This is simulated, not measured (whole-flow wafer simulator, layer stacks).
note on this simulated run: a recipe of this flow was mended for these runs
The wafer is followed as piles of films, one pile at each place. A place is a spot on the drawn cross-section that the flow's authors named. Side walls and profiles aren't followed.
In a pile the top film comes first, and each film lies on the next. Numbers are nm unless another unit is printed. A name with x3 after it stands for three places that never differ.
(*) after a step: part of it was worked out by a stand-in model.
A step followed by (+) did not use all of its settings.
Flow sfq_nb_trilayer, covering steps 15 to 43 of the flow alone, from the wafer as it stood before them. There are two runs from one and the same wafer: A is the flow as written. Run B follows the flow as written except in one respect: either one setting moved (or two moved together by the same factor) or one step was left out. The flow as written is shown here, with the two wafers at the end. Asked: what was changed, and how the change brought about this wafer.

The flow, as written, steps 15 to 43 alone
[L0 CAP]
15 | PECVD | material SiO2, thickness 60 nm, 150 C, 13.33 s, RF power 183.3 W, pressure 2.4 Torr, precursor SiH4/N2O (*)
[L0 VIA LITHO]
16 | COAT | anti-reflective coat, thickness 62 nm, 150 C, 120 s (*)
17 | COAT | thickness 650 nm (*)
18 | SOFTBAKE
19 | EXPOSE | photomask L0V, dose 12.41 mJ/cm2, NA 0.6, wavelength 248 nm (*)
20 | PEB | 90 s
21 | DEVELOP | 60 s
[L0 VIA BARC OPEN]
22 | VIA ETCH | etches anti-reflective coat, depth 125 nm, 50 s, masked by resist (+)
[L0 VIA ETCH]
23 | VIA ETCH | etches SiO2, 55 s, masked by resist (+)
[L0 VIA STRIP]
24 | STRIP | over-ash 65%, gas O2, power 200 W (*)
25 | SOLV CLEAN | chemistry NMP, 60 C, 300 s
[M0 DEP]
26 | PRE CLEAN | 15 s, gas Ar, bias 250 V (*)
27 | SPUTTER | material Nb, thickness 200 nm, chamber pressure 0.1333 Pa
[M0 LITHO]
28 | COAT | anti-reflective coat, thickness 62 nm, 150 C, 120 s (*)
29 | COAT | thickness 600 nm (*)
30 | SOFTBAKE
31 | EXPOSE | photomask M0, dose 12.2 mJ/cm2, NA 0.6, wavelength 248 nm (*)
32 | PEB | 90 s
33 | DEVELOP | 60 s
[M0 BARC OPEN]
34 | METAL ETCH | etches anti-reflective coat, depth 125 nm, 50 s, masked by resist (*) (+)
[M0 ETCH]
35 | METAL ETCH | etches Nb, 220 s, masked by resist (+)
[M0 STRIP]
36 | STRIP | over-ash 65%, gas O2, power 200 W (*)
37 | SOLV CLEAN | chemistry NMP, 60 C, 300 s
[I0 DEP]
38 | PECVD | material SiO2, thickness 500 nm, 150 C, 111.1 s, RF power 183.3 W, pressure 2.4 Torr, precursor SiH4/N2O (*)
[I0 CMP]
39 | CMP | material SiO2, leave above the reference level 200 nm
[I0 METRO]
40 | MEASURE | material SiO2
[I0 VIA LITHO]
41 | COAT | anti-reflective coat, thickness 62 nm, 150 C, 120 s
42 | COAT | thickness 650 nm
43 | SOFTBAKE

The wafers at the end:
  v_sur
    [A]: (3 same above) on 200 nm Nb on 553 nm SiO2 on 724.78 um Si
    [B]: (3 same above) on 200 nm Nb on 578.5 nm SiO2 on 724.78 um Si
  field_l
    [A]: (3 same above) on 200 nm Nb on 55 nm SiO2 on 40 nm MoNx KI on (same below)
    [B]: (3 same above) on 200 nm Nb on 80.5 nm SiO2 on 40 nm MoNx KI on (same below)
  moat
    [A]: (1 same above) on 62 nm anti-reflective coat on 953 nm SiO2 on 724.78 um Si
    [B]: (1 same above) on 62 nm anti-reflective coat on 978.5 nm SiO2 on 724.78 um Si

What caused this: step 15, PECVD: thickness 85.5 nm was run, while the flow as written has thickness 60 nm; step 15, PECVD: 19 s was run, where the flow has 13.33 s.

The path from the change to this, step by step:
  15 | PECVD | material SiO2, thickness 60 nm, 150 C, 13.33 s, RF power 183.3 W, pressure 2.4 Torr, precursor SiH4/N2O (*)
      v_sur, via_wl, via_w and 97 more: A SiO2 gains 60 | B SiO2 gains 85.5
      field_l, l0_sur, l0v, l0r_line_l, l0r_line_c, l0r_line_r: A SiO2 gains 60 (new film) | B SiO2 gains 85.5 (new film)
  23 | VIA ETCH | etches SiO2, 55 s, masked by resist (+)
      l0v: A SiO2 loses 59.7 (all of it), MoNx KI loses 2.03 | B SiO2 loses 80
  26 | PRE CLEAN | 15 s, gas Ar, bias 250 V (*)
      l0v: A MoNx KI loses 2.91 | B SiO2 loses 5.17 (all of it)
  28 | COAT | anti-reflective coat, thickness 62 nm, 150 C, 120 s (*)
      ln_m6: A anti-reflective coat gains 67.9 (new film) | B anti-reflective coat gains 70.2 (new film)
      lsp_r: A anti-reflective coat gains 71.1 (new film) | B anti-reflective coat gains 73.1 (new film)
      (as well as at 2 more places)
  29 | COAT | thickness 600 nm (*)
      l0v: A KrF-resist-other-grade gains 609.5 (new film) | B KrF-resist-other-grade gains 623.7 (new film)
  36 | STRIP | over-ash 65%, gas O2, power 200 W (*)
      ln_m6: A KrF-resist-other-grade loses 369.9 (all of it), anti-reflective coat loses 67.9 (all of it) | B KrF-resist-other-grade loses 367.4 (all of it), anti-reflective coat loses 70.2 (all of it)
      lsp_r: A KrF-resist-other-grade loses 368.6 (all of it), anti-reflective coat loses 71.1 (all of it) | B KrF-resist-other-grade loses 365.2 (all of it), anti-reflective coat loses 73.1 (all of it)
      (as well as at 2 more places)
  39 | CMP | material SiO2, leave above the reference level 200 nm
      l0v: A SiO2 loses 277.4 | B SiO2 loses 253.2
